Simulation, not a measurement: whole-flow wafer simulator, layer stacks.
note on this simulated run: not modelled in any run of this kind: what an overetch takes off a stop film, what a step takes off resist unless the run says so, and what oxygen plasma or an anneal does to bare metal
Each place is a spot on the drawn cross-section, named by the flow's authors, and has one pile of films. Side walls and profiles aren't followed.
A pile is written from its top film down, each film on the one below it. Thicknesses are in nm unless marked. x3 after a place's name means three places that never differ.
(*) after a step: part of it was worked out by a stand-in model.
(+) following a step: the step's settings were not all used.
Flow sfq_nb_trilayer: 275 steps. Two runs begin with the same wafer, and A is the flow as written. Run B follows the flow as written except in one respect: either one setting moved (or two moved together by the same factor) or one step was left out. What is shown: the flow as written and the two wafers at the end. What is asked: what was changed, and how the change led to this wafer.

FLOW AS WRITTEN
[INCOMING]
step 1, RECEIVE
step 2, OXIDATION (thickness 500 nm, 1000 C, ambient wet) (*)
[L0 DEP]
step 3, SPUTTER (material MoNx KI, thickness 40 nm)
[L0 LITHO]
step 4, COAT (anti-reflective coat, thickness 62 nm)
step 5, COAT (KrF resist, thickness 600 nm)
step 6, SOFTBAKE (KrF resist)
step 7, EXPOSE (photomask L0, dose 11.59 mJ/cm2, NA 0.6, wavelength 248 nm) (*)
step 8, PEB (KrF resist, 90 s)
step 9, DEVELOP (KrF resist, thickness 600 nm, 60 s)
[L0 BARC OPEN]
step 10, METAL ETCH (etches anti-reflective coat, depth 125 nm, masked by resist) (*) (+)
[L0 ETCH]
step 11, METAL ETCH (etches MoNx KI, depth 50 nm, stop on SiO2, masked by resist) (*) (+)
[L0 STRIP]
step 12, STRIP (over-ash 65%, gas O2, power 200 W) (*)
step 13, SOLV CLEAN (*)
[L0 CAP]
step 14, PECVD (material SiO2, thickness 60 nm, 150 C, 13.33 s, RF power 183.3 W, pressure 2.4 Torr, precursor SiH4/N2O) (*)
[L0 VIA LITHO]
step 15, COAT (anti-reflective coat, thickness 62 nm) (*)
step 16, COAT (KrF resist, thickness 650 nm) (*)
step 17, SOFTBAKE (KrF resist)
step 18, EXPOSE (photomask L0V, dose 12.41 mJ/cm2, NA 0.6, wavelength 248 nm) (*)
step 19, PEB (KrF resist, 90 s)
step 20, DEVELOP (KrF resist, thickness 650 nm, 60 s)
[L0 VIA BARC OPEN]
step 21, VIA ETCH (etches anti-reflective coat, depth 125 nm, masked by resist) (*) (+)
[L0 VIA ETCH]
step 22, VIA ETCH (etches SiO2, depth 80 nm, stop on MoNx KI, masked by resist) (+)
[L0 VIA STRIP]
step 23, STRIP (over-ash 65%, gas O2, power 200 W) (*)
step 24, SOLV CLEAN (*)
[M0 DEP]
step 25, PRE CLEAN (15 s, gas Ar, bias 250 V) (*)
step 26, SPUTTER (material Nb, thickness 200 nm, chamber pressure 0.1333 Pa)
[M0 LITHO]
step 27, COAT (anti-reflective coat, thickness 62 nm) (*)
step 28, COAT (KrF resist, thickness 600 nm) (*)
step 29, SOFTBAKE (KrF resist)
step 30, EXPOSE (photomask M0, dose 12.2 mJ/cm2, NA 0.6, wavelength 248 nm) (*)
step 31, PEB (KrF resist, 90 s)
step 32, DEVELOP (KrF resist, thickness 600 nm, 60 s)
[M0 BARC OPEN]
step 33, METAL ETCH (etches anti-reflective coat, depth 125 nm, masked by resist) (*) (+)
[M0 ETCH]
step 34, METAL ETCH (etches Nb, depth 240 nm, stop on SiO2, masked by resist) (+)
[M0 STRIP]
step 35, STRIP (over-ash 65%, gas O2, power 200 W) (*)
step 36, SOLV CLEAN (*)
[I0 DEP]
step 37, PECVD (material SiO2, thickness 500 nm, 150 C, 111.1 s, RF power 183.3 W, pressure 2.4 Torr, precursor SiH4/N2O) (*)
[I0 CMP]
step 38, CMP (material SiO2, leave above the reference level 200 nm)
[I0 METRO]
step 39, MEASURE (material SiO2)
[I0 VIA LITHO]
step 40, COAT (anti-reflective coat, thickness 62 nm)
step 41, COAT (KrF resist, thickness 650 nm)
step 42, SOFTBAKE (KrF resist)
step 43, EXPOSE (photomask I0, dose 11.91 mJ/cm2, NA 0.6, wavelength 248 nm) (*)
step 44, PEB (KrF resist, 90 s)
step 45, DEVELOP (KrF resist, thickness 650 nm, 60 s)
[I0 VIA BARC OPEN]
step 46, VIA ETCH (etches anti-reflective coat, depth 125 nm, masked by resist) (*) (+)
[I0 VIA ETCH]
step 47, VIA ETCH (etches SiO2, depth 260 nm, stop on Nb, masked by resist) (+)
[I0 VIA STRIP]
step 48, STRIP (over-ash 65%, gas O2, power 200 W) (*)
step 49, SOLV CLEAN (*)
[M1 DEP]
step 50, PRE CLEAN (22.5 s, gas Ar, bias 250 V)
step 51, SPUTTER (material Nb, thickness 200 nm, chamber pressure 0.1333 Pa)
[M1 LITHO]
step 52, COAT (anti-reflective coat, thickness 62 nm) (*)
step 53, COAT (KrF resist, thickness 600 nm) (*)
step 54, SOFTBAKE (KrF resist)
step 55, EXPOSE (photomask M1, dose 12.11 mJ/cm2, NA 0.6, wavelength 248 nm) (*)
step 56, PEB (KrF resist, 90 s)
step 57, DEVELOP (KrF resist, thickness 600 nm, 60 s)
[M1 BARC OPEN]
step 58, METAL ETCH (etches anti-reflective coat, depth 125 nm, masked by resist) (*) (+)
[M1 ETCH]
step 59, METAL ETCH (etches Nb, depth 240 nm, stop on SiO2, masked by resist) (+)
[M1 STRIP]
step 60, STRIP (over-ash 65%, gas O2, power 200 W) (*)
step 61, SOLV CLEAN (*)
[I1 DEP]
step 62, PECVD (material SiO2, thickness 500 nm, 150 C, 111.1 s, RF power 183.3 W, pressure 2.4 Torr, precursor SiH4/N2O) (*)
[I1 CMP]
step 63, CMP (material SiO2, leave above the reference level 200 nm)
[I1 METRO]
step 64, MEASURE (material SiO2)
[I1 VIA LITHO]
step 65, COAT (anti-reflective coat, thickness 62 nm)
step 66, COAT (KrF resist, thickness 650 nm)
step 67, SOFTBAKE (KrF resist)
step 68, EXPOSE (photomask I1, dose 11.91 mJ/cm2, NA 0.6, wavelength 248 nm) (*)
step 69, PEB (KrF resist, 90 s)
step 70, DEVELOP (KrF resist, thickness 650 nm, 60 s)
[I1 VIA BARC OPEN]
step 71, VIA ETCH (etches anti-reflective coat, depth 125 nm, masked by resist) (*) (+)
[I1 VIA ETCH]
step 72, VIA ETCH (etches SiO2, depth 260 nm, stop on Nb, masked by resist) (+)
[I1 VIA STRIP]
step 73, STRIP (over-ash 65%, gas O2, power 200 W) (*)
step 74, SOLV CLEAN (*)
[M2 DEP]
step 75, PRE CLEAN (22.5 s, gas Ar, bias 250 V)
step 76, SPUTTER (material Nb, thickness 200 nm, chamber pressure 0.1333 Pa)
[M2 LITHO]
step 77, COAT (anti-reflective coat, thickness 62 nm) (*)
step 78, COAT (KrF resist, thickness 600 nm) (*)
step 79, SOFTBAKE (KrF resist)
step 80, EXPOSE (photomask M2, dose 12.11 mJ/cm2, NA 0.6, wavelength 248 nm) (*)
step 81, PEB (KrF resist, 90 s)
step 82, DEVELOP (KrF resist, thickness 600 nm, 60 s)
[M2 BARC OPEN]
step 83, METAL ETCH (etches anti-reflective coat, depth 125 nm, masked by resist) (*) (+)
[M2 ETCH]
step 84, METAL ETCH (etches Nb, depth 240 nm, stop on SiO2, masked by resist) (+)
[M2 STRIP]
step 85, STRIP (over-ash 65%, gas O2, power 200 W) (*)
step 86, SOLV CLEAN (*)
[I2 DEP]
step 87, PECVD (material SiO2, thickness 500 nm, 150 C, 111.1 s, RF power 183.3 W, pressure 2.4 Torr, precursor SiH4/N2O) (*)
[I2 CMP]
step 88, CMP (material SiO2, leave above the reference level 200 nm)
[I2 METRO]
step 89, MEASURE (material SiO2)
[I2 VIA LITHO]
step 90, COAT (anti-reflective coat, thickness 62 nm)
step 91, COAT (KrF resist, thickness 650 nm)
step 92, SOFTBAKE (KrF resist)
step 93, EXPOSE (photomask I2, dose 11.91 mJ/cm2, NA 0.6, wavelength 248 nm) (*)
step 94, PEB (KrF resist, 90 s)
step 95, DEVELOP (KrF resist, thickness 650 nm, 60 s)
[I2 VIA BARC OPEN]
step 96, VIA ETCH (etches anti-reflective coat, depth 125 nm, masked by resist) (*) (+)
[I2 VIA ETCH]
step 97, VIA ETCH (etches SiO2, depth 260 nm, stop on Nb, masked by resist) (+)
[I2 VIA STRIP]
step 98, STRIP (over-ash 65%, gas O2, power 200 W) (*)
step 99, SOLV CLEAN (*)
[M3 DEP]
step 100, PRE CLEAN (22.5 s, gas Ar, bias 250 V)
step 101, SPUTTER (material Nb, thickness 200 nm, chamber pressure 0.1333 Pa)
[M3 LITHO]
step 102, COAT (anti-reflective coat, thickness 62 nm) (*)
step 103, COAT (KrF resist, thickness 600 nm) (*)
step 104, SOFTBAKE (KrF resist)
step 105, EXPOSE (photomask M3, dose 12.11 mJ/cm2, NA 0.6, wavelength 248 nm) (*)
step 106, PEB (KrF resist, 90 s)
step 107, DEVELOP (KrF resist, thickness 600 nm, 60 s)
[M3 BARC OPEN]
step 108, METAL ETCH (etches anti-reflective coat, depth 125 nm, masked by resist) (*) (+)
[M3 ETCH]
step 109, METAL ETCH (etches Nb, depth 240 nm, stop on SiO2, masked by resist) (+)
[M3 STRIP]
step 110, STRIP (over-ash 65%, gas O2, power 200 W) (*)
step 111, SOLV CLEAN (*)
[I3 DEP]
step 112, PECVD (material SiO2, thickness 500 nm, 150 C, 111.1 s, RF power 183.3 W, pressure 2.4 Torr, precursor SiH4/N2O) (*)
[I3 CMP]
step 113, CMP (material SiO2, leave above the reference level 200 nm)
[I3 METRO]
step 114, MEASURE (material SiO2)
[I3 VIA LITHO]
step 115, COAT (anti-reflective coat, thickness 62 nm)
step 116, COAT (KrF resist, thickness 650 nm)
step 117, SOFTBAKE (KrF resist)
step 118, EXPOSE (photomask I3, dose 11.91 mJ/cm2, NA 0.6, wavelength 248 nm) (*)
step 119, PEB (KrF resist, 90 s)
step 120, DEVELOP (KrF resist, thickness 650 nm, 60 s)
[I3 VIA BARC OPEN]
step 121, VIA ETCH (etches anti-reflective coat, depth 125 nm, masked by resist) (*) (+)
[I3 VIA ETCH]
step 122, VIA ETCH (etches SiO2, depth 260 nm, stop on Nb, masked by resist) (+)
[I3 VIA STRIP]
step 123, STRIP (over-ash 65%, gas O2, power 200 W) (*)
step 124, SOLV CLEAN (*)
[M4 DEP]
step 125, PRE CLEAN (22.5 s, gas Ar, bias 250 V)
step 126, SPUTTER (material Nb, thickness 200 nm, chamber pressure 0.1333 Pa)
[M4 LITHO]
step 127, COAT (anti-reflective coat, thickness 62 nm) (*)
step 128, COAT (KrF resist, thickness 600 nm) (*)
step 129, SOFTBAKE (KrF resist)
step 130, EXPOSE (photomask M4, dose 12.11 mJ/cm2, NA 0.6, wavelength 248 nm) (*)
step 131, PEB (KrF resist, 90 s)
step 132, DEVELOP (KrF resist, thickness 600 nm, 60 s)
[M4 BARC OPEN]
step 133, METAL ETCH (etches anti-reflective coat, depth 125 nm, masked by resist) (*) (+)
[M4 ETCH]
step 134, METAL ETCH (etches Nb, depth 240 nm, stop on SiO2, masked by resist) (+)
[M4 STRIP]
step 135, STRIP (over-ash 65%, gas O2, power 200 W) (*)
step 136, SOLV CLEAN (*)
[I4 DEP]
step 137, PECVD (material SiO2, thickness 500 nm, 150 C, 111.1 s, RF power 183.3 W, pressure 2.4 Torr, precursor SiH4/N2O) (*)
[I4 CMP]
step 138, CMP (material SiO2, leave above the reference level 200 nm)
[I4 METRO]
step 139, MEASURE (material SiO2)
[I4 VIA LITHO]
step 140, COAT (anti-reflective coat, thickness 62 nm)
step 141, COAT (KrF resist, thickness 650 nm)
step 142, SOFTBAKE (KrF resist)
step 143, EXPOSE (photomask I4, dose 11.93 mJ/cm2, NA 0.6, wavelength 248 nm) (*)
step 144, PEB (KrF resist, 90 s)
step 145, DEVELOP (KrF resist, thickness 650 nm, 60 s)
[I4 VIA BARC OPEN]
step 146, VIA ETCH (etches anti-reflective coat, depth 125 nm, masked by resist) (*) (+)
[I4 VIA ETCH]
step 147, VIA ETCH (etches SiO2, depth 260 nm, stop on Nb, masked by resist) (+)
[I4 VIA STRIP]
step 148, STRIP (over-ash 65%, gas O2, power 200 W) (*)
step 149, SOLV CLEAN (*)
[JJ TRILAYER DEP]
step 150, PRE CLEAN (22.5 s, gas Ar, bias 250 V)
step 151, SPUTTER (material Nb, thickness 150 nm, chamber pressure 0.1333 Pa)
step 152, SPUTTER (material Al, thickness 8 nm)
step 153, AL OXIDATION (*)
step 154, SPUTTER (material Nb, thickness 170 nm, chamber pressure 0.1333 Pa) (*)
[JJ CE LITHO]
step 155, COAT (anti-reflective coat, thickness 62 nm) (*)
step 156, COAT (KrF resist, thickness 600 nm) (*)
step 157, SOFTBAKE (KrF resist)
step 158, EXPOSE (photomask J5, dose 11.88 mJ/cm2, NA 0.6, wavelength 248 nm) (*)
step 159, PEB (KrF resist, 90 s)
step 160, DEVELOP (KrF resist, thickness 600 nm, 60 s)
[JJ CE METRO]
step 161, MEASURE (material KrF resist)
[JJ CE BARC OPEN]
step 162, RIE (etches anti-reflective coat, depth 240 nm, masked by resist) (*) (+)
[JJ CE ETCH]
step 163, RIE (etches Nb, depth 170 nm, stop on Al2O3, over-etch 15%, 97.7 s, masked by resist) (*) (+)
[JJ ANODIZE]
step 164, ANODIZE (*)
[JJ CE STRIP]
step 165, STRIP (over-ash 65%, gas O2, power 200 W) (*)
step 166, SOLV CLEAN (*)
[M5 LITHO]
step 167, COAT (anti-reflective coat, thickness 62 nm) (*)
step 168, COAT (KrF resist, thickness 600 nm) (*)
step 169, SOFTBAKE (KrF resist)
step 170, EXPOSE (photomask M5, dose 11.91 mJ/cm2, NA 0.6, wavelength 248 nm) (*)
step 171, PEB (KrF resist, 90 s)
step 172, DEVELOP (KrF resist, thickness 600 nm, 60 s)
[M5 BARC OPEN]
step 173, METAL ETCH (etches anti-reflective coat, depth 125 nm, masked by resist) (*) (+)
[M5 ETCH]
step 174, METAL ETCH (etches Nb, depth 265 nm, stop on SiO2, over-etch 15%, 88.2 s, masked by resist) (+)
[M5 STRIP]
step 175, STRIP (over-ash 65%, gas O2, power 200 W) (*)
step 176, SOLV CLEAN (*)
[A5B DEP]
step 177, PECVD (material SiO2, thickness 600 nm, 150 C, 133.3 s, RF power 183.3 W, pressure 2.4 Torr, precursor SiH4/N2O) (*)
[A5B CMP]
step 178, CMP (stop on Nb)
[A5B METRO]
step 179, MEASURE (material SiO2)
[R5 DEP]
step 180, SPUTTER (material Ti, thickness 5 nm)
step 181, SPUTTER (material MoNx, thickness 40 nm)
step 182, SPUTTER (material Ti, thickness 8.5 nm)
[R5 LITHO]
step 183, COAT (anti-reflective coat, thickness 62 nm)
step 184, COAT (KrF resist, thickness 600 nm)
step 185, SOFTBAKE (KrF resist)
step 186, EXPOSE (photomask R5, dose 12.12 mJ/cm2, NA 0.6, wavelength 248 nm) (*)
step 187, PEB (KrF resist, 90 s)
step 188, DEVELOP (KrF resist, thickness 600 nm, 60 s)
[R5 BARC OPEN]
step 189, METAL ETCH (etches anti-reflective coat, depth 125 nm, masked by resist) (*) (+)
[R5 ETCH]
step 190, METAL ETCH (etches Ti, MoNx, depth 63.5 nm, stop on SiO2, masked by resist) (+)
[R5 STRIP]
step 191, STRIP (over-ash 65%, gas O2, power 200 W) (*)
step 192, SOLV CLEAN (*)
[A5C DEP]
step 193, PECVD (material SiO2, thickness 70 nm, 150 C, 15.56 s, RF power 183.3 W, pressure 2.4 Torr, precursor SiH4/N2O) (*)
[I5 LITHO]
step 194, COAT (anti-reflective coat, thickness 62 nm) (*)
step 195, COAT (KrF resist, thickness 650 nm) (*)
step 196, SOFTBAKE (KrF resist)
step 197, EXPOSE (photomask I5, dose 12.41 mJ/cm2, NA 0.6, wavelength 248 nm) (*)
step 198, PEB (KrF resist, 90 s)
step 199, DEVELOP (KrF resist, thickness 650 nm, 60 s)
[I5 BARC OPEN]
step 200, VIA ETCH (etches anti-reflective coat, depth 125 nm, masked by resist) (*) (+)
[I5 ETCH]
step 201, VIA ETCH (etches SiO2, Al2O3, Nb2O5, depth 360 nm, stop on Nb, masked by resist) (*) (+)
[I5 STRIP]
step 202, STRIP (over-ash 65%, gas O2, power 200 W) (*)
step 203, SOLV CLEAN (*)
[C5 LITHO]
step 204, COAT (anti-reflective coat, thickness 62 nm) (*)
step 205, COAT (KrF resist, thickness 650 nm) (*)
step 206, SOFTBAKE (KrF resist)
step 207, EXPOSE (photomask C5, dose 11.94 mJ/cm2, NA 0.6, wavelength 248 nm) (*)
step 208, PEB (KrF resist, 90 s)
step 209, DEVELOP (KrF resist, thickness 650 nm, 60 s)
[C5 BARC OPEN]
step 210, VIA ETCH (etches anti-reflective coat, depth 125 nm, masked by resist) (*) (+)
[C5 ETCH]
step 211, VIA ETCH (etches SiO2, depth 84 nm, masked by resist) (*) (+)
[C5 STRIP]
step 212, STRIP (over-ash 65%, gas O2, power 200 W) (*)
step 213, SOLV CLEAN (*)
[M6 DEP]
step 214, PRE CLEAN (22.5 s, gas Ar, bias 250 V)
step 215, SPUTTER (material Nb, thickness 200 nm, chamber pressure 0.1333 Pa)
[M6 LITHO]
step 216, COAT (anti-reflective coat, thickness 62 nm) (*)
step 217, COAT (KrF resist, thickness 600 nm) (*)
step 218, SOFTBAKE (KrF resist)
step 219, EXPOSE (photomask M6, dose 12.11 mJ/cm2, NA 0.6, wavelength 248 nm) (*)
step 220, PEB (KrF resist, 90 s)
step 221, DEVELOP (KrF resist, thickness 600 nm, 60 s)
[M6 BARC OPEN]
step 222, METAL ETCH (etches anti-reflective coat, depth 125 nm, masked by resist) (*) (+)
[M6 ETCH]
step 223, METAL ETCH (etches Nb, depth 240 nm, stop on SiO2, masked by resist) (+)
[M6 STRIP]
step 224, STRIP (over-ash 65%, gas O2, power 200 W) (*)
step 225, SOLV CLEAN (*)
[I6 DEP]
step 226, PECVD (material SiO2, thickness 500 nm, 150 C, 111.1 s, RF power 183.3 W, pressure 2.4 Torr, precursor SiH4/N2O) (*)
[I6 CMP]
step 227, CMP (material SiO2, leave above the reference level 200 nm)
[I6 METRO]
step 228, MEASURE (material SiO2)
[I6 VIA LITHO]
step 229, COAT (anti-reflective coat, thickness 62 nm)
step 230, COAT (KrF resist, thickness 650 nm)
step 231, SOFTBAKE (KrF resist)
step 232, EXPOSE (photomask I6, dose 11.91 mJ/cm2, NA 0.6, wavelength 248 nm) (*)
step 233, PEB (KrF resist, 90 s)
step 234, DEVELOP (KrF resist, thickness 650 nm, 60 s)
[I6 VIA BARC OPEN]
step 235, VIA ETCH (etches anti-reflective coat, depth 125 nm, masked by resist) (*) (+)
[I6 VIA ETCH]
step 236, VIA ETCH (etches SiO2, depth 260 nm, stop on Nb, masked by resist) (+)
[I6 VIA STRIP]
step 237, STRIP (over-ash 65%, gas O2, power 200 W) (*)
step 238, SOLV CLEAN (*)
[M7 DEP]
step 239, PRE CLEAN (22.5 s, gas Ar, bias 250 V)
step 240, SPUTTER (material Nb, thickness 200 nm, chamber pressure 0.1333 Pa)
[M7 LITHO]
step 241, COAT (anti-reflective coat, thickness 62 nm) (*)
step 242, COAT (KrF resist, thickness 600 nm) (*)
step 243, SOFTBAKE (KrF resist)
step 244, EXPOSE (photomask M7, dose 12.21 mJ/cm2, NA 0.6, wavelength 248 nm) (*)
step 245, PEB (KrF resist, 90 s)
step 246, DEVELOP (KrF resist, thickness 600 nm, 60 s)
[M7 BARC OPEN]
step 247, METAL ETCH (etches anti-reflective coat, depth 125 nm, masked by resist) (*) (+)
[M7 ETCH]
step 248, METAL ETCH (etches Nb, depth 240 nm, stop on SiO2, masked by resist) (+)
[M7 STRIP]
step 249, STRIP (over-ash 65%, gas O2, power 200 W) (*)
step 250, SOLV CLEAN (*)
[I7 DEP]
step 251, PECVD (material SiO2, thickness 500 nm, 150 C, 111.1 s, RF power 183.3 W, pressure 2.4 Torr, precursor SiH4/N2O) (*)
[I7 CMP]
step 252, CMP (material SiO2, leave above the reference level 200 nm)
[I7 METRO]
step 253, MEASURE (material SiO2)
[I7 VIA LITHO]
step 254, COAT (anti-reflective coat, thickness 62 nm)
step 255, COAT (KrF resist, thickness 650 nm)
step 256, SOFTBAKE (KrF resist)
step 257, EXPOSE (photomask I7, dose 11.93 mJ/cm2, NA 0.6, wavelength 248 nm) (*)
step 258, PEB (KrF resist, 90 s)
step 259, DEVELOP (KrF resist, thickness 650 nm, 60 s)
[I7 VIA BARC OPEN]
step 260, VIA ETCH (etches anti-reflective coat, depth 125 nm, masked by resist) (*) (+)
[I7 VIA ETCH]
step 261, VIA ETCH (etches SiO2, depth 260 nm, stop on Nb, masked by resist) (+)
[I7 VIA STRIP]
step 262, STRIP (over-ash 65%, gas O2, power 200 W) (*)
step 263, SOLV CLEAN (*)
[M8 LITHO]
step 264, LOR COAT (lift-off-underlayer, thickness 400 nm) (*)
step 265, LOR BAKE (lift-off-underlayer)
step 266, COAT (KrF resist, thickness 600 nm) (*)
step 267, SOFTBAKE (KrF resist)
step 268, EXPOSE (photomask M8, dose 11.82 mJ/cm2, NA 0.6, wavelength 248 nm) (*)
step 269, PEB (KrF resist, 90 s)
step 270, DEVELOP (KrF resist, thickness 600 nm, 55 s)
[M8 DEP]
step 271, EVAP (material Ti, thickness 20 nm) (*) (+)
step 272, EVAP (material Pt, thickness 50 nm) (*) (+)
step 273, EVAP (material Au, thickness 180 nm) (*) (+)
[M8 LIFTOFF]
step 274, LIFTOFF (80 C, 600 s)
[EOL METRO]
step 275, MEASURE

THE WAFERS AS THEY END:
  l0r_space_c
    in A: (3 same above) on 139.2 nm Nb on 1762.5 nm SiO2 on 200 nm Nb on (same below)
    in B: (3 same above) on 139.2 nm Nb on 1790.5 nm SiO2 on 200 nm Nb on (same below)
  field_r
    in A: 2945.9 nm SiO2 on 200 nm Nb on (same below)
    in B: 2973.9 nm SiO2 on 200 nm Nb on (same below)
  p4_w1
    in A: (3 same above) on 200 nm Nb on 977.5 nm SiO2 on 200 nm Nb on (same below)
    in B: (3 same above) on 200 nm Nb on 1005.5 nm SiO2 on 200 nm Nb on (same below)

What caused this: step 76, SPUTTER: thickness 228 nm was run, while the flow as written has thickness 200 nm.

The path from the change to this, step by step:
  step 76, SPUTTER (material Nb, thickness 200 nm, chamber pressure 0.1333 Pa)
      field_l, v_sur, via_wl and 102 more: A Nb gains 200 (new film) | B Nb gains 228 (new film)
      via_v: A Nb gains 174.5 | B Nb gains 199.3
  step 84, METAL ETCH (etches Nb, depth 240 nm, stop on SiO2, masked by resist) (+)
      field_l, be, be_sur and 81 more: A Nb loses 200 (all of it) | B Nb loses 228 (all of it)
  step 87, PECVD (material SiO2, thickness 500 nm, 150 C, 111.1 s, RF power 183.3 W, pressure 2.4 Torr, precursor SiH4/N2O) (*)
      via_v: A SiO2 gains 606 (new film) | B SiO2 gains 584.8 (new film)
  step 88, CMP (material SiO2, leave above the reference level 200 nm)
      field_l, be, be_sur and 81 more: A SiO2 loses 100 | B SiO2 loses 72
      via_v: A SiO2 loses 181.6 | B SiO2 loses 157.1
